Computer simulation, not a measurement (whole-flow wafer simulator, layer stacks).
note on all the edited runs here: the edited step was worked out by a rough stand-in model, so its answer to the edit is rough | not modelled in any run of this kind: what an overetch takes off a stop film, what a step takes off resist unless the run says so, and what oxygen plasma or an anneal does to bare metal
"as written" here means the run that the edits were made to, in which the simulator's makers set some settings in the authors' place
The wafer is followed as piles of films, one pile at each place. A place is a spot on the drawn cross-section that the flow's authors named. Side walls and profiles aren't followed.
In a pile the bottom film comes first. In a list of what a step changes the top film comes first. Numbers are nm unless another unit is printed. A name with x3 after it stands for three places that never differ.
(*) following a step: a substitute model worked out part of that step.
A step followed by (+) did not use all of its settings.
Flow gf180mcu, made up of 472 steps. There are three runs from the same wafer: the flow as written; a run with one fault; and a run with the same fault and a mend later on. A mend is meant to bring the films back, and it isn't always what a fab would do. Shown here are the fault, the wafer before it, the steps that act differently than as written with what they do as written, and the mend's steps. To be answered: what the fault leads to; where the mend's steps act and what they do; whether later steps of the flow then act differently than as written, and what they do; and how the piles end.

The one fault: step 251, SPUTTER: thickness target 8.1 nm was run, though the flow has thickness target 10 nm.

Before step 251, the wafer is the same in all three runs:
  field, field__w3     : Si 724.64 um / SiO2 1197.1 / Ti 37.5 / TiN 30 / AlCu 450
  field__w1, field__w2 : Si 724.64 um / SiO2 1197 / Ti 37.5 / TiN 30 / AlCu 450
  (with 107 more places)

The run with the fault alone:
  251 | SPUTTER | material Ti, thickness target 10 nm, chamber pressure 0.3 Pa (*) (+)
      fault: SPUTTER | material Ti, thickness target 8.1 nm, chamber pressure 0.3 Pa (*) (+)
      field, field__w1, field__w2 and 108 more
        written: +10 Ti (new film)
        fault: +8.1 Ti (new film)
  Later steps of the flow acting differently than as written (4 other steps are not shown; they differ only slightly, by no more than 2% or 0.5 nm, whichever is larger):
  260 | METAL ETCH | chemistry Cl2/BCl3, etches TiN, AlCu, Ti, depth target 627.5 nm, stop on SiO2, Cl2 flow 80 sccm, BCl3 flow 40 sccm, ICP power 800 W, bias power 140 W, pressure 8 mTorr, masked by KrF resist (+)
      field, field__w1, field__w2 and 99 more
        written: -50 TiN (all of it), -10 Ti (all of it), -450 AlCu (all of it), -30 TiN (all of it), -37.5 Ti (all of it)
        fault: -50 TiN (all of it), -8.1 Ti (all of it), -450 AlCu (all of it), -30 TiN (all of it), -37.5 Ti (all of it)
  At field__w8, contact, m1 and 6 more, the piles at the end differ from the flow's by more than 2% or 0.5 nm, whichever is larger.
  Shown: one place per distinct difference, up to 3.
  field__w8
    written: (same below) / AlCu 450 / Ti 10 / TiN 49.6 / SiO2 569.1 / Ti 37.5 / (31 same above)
    fault: (same below) / AlCu 450 / Ti 8.1 / TiN 49.6 / SiO2 571 / Ti 37.5 / (31 same above)
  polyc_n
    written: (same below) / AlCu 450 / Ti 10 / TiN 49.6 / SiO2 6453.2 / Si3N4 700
    fault: (same below) / AlCu 450 / Ti 8.1 / TiN 49.6 / SiO2 6455.1 / Si3N4 700
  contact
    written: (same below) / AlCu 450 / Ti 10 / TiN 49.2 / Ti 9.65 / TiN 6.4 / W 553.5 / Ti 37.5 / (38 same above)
    fault: (same below) / AlCu 450 / Ti 8.1 / TiN 49.2 / Ti 9.64 / TiN 6.4 / W 555.4 / Ti 37.5 / (38 same above)

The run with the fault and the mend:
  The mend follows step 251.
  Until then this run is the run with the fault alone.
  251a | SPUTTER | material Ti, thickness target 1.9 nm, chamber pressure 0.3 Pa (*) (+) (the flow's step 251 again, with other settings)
      field, field__w1, field__w2 and 108 more
        +1.9 Ti
  Later steps of the flow that are run all act as written at every place that is followed.
  The piles end the same as the flow's at every place that both follow.
